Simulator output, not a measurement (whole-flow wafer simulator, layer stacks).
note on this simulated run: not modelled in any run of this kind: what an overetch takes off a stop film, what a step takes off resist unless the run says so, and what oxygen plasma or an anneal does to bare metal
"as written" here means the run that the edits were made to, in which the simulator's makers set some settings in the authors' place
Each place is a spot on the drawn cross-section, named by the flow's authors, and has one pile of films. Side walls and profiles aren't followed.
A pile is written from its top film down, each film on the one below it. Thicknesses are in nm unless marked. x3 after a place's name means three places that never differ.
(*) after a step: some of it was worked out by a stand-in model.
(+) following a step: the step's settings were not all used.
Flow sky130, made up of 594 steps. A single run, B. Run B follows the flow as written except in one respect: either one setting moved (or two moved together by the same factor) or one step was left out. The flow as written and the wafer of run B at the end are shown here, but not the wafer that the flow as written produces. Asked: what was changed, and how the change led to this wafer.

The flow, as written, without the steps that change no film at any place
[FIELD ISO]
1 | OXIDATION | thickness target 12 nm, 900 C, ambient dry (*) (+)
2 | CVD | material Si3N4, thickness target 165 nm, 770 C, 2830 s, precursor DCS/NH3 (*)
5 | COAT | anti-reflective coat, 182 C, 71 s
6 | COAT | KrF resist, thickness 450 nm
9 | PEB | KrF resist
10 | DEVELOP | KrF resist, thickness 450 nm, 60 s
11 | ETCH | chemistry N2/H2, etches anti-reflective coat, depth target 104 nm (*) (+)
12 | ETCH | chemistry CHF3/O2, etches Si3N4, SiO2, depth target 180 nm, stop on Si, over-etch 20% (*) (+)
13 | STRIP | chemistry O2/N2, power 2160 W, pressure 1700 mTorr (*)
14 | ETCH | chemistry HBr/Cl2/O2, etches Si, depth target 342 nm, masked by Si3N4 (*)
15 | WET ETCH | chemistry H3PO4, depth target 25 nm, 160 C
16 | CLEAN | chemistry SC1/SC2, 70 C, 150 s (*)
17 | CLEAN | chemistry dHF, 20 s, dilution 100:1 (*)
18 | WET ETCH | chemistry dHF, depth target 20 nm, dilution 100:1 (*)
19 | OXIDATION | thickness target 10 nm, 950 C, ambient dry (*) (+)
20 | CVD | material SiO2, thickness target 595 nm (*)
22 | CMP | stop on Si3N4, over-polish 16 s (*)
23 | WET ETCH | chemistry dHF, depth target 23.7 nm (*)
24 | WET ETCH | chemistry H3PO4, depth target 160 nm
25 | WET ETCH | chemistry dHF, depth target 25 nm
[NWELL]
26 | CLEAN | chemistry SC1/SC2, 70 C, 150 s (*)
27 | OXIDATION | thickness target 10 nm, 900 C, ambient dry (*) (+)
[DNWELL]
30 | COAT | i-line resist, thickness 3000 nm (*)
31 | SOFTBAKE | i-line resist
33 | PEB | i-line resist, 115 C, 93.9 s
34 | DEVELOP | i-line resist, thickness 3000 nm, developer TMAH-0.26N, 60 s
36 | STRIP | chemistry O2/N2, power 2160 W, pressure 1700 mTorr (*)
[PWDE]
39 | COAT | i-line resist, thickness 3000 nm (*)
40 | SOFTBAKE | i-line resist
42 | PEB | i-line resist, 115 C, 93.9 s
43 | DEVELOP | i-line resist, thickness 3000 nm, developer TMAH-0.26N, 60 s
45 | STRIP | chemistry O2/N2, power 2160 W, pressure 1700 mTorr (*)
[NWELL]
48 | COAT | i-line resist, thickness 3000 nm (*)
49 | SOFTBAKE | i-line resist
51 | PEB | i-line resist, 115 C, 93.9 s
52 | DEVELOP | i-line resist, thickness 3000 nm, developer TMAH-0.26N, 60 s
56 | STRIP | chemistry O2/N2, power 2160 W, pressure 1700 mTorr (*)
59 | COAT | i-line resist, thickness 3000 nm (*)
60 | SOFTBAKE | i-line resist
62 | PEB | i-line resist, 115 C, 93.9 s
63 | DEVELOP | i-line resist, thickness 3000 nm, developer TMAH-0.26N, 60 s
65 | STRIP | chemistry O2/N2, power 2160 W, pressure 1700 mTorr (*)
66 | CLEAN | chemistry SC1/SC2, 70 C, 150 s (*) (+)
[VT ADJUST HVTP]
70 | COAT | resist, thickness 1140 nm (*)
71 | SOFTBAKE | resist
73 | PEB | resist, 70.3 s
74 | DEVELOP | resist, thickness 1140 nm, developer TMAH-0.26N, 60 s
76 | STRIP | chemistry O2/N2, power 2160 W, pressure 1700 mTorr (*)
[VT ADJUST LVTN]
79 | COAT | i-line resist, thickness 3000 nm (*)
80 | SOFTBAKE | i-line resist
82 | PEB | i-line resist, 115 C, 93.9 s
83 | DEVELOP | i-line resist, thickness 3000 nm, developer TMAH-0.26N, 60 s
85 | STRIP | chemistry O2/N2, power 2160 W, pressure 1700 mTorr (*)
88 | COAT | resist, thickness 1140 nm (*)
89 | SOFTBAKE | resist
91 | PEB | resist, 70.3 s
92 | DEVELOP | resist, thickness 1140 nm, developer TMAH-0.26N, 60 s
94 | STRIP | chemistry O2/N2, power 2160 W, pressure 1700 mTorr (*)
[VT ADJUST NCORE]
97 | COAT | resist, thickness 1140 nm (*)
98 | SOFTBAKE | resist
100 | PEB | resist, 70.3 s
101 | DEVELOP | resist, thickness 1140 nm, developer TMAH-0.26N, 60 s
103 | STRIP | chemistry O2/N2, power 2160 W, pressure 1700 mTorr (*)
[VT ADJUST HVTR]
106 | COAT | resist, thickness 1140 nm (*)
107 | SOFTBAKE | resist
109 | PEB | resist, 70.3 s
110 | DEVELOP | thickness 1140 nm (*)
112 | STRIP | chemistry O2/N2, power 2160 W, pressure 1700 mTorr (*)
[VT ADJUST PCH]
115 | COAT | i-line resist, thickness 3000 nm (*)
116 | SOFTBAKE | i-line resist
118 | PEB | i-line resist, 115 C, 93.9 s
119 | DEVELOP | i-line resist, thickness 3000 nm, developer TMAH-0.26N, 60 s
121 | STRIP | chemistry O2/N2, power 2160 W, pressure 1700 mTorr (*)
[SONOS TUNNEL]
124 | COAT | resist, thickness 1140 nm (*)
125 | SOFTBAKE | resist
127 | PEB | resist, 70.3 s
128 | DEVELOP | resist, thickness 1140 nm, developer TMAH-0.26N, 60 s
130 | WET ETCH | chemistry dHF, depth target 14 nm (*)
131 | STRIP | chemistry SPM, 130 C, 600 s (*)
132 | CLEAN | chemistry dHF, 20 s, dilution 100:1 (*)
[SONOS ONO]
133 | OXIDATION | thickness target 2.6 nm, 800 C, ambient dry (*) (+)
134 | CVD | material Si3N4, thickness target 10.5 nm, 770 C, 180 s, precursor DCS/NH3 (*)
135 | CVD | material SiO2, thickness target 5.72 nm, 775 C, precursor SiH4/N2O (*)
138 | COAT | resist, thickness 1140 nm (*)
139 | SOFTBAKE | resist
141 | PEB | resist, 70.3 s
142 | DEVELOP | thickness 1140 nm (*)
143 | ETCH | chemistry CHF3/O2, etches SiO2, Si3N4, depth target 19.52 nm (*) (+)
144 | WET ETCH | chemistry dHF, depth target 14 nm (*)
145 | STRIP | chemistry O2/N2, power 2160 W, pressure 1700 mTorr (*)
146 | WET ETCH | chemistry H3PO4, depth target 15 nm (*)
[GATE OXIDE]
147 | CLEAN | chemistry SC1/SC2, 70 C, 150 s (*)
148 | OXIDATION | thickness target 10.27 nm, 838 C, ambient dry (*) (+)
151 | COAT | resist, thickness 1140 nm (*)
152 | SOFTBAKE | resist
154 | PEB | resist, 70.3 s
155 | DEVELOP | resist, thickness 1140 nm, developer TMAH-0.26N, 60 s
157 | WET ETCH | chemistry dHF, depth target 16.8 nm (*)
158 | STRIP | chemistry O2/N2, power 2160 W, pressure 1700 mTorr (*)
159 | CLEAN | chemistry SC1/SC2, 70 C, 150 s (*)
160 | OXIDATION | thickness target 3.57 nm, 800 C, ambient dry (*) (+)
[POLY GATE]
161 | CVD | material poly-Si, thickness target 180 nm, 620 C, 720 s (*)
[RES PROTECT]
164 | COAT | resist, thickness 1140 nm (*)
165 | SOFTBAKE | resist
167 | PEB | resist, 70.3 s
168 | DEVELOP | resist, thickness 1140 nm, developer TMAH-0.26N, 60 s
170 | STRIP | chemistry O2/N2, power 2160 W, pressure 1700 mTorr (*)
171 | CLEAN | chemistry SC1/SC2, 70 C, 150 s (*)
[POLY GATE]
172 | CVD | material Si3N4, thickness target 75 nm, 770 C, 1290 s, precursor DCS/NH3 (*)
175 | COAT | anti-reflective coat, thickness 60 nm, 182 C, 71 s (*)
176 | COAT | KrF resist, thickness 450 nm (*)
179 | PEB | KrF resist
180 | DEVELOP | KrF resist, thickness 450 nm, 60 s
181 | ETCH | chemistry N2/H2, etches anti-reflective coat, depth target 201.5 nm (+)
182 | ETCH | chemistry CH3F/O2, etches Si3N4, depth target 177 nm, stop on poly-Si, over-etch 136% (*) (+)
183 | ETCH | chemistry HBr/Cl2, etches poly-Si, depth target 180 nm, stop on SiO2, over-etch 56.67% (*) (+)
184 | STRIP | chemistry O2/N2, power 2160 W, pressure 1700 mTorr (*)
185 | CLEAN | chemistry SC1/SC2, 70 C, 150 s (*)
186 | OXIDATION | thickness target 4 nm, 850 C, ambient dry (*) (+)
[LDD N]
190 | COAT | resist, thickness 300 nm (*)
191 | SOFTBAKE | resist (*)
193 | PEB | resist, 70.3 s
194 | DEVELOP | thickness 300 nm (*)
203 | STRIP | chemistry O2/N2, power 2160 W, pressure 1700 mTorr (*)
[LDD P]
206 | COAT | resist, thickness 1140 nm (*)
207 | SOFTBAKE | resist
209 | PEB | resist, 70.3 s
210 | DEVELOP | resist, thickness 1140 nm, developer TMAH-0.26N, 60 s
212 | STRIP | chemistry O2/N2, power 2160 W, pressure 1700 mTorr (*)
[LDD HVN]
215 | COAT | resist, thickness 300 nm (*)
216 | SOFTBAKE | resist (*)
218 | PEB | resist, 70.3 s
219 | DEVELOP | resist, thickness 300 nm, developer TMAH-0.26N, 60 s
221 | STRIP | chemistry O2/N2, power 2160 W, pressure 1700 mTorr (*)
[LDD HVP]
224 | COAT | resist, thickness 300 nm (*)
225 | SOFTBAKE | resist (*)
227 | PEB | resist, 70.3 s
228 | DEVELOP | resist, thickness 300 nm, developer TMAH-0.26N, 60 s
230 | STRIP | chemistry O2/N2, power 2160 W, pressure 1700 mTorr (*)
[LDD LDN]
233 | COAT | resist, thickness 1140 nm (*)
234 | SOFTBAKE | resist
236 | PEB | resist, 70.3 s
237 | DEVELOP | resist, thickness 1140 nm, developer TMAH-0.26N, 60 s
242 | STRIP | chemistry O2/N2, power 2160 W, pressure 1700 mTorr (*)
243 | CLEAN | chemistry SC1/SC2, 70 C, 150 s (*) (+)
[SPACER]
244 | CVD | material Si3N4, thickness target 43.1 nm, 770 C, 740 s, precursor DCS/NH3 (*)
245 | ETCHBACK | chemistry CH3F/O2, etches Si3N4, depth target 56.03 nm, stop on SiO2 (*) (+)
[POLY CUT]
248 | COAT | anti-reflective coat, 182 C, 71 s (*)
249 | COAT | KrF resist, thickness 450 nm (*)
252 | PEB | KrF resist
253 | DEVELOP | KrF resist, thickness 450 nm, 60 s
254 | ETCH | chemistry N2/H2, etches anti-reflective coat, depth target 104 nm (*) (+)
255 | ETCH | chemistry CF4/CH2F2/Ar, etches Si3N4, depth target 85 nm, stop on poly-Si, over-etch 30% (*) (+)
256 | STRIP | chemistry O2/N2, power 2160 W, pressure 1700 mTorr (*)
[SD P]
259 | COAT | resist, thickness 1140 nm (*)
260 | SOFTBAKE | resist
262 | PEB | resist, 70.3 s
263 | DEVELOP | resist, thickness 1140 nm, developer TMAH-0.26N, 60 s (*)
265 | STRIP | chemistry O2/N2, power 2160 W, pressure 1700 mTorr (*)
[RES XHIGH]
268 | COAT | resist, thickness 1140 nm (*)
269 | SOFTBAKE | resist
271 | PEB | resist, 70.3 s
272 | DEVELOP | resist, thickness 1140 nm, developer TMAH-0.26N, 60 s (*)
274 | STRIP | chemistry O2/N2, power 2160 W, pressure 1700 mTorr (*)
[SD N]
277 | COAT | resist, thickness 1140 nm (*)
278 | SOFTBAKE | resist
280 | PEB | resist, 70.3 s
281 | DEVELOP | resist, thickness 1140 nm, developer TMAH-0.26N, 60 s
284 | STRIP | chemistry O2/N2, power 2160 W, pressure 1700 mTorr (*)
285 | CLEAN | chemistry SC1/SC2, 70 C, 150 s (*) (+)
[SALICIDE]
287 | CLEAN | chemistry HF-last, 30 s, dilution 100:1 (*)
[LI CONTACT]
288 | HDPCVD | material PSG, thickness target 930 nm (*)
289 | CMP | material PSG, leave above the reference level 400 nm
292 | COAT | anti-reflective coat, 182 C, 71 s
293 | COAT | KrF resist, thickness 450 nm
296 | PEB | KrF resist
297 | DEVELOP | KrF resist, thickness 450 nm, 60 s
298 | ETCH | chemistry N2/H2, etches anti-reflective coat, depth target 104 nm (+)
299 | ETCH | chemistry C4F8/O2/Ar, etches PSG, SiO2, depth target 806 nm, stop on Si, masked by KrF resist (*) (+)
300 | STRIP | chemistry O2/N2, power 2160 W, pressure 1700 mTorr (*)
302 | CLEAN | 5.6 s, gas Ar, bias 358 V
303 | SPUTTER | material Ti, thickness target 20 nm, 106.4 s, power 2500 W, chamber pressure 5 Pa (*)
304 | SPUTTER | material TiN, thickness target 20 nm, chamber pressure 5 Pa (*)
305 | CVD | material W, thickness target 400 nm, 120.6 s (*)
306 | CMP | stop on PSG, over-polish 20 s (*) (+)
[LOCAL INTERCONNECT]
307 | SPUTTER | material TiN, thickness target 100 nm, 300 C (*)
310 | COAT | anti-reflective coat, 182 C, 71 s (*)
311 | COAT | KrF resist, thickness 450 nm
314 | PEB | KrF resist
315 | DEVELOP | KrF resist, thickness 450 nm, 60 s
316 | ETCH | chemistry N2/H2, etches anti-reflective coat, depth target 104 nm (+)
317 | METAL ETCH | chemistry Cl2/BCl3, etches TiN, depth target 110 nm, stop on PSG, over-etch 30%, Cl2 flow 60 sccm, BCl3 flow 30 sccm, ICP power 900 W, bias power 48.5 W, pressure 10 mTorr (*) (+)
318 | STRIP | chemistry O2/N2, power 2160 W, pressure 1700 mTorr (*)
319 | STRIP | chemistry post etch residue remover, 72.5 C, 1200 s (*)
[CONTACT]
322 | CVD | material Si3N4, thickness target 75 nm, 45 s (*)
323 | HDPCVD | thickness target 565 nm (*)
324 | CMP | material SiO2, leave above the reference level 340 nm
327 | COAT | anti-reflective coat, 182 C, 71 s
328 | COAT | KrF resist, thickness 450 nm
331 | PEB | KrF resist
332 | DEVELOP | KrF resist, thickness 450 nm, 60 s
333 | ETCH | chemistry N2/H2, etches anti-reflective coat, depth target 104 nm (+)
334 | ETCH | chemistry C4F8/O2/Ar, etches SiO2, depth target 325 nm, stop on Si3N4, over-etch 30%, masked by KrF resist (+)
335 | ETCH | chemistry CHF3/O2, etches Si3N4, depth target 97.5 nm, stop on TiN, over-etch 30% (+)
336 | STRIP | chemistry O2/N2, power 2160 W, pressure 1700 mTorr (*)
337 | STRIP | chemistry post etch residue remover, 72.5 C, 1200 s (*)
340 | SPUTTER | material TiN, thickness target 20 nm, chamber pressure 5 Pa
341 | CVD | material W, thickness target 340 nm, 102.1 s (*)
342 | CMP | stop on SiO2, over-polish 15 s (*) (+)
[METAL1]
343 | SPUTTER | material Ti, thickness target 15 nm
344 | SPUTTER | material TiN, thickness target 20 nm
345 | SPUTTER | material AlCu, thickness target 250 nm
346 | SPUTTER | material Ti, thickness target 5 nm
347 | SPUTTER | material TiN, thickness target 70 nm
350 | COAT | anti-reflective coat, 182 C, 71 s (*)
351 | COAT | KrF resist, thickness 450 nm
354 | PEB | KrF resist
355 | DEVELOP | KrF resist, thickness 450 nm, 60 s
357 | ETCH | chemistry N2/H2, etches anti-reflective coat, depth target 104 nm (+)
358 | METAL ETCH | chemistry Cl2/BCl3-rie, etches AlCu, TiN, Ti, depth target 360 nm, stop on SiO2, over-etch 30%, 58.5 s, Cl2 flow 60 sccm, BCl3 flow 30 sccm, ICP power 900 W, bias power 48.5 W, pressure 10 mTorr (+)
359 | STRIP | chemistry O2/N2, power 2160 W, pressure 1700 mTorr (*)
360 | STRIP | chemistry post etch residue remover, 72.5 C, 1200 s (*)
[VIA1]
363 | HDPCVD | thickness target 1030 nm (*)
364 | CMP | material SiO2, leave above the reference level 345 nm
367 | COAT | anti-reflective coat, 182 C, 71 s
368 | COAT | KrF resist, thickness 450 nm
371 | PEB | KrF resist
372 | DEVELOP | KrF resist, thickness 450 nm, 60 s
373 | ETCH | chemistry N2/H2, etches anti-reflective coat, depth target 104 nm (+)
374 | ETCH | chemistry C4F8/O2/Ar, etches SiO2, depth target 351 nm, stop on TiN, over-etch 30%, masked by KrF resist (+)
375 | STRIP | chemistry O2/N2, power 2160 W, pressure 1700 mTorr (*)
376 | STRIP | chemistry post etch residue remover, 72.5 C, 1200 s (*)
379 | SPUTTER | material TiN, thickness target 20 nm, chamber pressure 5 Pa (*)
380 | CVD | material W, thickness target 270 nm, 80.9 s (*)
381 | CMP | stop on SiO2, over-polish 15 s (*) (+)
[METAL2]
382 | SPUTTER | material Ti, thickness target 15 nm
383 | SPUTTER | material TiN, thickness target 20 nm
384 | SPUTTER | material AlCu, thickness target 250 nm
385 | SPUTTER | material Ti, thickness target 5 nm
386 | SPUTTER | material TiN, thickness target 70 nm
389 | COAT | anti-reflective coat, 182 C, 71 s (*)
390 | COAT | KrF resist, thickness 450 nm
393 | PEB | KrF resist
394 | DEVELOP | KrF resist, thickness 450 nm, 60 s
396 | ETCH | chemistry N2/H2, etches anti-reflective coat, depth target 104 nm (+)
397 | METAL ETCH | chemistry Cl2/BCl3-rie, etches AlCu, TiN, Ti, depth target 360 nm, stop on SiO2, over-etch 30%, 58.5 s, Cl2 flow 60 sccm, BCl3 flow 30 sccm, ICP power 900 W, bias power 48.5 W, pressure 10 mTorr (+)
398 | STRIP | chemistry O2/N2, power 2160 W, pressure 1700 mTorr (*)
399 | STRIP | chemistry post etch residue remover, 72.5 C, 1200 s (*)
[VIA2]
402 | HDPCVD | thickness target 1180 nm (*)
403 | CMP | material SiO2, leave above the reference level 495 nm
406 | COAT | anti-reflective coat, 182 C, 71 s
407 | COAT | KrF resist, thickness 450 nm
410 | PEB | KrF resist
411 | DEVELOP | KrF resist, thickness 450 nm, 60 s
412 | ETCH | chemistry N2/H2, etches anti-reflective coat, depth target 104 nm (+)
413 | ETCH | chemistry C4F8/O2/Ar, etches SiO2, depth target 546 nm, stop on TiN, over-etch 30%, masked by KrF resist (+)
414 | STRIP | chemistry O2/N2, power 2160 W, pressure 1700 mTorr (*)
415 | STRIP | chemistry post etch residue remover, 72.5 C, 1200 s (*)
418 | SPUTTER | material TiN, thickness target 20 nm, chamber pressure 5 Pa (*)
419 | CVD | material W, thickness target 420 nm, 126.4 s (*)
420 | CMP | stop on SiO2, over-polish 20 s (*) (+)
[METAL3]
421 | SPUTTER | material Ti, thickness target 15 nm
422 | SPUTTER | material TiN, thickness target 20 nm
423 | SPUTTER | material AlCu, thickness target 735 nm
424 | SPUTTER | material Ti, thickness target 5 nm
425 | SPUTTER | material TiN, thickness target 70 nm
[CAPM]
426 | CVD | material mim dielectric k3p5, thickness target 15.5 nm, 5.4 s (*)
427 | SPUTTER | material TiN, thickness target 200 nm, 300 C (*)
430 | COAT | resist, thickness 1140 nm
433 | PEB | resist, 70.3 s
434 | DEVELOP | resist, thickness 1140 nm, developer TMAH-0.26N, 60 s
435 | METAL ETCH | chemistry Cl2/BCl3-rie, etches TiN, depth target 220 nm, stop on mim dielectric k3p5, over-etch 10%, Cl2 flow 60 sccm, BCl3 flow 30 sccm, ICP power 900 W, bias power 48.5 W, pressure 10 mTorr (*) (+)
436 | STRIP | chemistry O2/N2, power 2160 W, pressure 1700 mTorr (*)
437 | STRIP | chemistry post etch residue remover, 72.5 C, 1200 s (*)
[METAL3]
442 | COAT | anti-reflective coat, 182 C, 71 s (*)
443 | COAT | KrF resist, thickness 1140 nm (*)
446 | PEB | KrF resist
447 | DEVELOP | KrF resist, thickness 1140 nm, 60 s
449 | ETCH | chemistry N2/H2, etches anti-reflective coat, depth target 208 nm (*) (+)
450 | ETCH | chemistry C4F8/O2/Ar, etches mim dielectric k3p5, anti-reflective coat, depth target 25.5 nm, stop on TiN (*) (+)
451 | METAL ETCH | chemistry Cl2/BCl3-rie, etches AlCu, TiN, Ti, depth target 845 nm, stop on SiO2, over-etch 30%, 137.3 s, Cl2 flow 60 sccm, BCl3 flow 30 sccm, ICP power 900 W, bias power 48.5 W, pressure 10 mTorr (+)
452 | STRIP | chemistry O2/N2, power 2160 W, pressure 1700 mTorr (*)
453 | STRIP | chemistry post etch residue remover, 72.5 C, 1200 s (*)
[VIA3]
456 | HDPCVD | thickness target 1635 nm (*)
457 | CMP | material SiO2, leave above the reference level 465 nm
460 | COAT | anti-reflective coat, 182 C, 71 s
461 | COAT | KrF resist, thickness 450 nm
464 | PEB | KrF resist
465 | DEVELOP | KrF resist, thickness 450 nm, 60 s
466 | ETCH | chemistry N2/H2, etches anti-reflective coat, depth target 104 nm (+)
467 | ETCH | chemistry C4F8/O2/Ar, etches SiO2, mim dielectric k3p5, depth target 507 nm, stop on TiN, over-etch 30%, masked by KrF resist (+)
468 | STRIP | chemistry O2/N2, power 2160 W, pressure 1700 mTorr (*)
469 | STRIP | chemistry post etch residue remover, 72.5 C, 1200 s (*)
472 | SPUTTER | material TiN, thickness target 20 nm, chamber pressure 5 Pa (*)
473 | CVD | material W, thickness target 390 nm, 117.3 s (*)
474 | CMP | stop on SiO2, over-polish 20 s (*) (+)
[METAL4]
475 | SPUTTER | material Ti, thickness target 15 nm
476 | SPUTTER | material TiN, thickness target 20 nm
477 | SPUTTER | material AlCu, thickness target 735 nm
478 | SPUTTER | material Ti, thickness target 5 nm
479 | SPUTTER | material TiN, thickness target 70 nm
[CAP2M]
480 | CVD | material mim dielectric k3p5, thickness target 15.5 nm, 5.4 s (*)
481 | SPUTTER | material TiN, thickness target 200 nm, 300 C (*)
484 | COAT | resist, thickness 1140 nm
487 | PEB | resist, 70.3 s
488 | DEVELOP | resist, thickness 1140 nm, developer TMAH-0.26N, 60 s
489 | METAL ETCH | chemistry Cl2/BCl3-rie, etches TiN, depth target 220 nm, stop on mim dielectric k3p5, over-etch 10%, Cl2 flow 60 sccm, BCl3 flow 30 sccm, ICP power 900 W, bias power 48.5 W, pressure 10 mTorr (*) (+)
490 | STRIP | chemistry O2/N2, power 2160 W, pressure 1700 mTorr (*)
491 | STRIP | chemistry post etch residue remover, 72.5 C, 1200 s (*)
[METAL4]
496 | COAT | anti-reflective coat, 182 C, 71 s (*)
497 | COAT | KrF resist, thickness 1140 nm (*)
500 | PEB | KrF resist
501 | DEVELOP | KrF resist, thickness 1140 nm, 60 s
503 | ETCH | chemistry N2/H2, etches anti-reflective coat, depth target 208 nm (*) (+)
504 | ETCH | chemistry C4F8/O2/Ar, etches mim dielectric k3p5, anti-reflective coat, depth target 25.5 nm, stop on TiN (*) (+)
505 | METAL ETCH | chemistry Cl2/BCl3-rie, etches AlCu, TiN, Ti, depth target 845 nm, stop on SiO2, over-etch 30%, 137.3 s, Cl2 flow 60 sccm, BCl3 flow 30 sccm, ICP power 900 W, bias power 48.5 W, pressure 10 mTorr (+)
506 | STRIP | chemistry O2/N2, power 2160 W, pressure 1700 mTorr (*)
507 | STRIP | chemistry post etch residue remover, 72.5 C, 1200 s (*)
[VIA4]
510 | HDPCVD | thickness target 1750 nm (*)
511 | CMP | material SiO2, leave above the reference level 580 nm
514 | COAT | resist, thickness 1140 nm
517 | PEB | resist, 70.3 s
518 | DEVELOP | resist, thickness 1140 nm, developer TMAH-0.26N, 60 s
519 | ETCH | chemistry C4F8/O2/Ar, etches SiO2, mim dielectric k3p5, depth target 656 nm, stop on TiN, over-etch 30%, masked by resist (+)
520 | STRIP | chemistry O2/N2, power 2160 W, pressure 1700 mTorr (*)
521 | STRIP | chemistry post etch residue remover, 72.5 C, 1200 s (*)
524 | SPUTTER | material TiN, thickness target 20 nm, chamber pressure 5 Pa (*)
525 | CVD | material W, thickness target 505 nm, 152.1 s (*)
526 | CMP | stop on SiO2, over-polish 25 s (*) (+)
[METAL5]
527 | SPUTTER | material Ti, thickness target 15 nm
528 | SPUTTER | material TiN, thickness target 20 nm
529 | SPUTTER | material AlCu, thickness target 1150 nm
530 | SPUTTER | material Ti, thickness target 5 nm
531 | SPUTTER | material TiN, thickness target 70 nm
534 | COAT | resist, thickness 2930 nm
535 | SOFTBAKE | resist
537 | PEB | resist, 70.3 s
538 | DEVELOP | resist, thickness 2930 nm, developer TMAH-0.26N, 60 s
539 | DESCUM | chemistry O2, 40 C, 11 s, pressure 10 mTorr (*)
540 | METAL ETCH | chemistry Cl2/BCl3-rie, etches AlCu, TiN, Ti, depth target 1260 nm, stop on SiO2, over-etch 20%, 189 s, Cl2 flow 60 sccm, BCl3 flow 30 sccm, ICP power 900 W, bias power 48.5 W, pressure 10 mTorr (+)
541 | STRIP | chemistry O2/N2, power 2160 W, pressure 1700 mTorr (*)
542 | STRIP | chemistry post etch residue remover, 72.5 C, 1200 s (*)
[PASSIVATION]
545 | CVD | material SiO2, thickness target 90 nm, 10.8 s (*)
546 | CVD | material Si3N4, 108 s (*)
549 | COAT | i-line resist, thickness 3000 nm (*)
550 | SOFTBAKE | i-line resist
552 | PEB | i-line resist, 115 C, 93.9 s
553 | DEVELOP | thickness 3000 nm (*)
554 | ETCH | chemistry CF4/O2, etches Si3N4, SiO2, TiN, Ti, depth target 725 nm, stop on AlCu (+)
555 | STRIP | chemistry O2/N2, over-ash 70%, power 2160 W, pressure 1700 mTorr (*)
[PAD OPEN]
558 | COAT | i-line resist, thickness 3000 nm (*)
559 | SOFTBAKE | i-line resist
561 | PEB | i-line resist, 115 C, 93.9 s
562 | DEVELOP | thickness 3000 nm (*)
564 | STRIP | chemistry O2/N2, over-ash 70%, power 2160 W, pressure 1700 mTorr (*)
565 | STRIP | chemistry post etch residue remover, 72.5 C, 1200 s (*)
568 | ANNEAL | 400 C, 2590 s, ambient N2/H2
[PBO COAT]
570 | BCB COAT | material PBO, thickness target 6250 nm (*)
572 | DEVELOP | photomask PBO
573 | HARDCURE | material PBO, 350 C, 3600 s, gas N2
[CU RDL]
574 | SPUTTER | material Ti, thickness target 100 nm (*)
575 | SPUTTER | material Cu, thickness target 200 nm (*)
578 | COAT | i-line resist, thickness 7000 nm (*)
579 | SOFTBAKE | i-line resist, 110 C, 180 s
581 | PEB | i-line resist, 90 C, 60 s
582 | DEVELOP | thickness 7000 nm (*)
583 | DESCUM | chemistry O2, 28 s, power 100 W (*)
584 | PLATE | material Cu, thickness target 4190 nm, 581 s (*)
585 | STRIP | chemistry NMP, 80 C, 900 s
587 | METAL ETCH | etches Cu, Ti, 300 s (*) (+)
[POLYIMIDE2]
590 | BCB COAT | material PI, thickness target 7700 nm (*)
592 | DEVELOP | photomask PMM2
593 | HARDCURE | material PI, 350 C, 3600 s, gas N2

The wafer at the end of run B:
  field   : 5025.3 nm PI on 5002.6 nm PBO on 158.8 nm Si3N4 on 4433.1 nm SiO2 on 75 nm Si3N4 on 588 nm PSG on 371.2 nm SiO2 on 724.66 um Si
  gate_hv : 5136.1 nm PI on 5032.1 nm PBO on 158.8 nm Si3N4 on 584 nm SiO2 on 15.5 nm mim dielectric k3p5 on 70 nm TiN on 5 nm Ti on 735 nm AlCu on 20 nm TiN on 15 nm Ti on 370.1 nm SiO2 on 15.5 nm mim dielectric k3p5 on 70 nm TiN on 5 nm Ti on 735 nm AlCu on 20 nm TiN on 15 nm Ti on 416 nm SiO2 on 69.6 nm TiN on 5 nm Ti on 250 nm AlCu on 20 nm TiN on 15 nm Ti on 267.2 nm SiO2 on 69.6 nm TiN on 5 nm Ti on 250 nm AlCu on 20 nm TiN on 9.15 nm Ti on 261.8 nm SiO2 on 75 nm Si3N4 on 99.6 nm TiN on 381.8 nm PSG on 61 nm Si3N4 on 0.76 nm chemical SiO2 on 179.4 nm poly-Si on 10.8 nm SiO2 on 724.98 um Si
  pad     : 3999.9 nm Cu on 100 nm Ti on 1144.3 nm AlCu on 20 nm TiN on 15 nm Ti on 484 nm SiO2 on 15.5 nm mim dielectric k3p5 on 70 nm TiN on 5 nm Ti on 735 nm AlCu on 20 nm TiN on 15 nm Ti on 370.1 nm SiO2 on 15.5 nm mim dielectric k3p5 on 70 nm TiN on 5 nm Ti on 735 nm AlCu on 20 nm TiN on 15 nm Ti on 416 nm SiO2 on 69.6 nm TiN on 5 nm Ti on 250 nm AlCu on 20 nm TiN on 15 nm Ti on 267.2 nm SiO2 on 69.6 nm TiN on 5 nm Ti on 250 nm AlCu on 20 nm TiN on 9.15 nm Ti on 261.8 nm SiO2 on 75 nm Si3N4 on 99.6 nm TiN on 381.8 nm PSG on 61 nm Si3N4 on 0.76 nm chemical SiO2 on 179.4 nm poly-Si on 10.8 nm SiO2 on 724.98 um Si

The reason: step 343, SPUTTER: thickness target 9.15 nm was run, whereas the flow has thickness target 15 nm.
The wafer itself shows it: gate_hv has Ti 9.15, and step 343 as written asks for 15 nm.

The path from the change to this, step by step:
  343 | SPUTTER | material Ti, thickness target 15 nm
      field, active, n_well and 188 more: +9.15 Ti (new film) (in the flow as written it would be: +15 Ti (new film))
  358 | METAL ETCH | chemistry Cl2/BCl3-rie, etches AlCu, TiN, Ti, depth target 360 nm, stop on SiO2, over-etch 30%, 58.5 s, Cl2 flow 60 sccm, BCl3 flow 30 sccm, ICP power 900 W, bias power 48.5 W, pressure 10 mTorr (+)
      field, active, gate and 81 more: -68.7 TiN (all of it), -5 Ti (all of it), -250 AlCu (all of it), -20 TiN (all of it), -9.15 Ti (all of it), -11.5 SiO2 (in the flow as written it would be: -68.7 TiN (all of it), -5 Ti (all of it), -250 AlCu (all of it), -20 TiN (all of it), -15 Ti (all of it), -10.9 SiO2)
